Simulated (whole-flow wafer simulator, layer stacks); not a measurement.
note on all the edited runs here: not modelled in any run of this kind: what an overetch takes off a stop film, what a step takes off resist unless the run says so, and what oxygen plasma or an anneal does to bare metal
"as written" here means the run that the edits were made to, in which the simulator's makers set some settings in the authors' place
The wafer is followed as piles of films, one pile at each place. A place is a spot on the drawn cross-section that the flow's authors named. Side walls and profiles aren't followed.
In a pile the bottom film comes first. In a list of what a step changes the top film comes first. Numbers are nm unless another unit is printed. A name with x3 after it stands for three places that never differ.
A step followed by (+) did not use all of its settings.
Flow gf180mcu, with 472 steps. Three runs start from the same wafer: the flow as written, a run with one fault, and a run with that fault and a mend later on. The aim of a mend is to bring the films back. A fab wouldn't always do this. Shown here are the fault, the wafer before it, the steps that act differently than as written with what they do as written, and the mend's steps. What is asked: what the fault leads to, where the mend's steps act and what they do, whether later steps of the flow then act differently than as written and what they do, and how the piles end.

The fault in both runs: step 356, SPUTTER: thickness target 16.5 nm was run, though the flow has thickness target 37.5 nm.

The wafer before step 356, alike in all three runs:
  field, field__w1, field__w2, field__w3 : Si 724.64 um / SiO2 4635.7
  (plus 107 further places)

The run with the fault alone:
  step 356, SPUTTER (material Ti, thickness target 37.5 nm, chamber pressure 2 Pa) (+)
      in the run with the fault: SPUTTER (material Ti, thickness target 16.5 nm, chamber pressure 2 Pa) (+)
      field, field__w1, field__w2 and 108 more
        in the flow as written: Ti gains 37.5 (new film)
        in the run with the fault: Ti gains 16.5 (new film)
  Steps later in the flow that act otherwise than as written:
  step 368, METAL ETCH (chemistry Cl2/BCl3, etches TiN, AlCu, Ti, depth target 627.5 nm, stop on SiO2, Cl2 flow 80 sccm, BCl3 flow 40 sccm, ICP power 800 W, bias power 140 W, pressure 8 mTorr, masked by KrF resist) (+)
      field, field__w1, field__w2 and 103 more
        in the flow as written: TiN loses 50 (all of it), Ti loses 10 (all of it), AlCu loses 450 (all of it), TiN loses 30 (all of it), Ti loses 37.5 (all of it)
        in the run with the fault: TiN loses 50 (all of it), Ti loses 10 (all of it), AlCu loses 450 (all of it), TiN loses 30 (all of it), Ti loses 16.5 (all of it)
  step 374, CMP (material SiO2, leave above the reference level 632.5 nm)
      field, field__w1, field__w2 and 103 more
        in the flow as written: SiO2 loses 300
        in the run with the fault: SiO2 loses 321
  The piles end different from the flow's at field__w8, contact, m1, m1__w1, m1_nw by more than 2% or 0.5 nm, whichever is larger.
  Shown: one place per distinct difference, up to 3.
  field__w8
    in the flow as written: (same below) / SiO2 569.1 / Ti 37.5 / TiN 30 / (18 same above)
    in the run with the fault: (same below) / SiO2 569.1 / Ti 16.5 / TiN 30 / (18 same above)
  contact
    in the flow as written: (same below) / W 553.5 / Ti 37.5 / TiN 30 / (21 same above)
    in the run with the fault: (same below) / W 553.5 / Ti 16.5 / TiN 30 / (21 same above)

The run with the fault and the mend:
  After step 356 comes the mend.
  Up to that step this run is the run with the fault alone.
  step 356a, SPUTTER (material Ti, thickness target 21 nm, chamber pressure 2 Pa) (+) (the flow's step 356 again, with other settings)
      field, field__w1, field__w2 and 108 more
        Ti gains 21
  Later steps of the flow that are run all act as written at every place that is followed.
  The piles end the same as the flow's at every place that both follow.
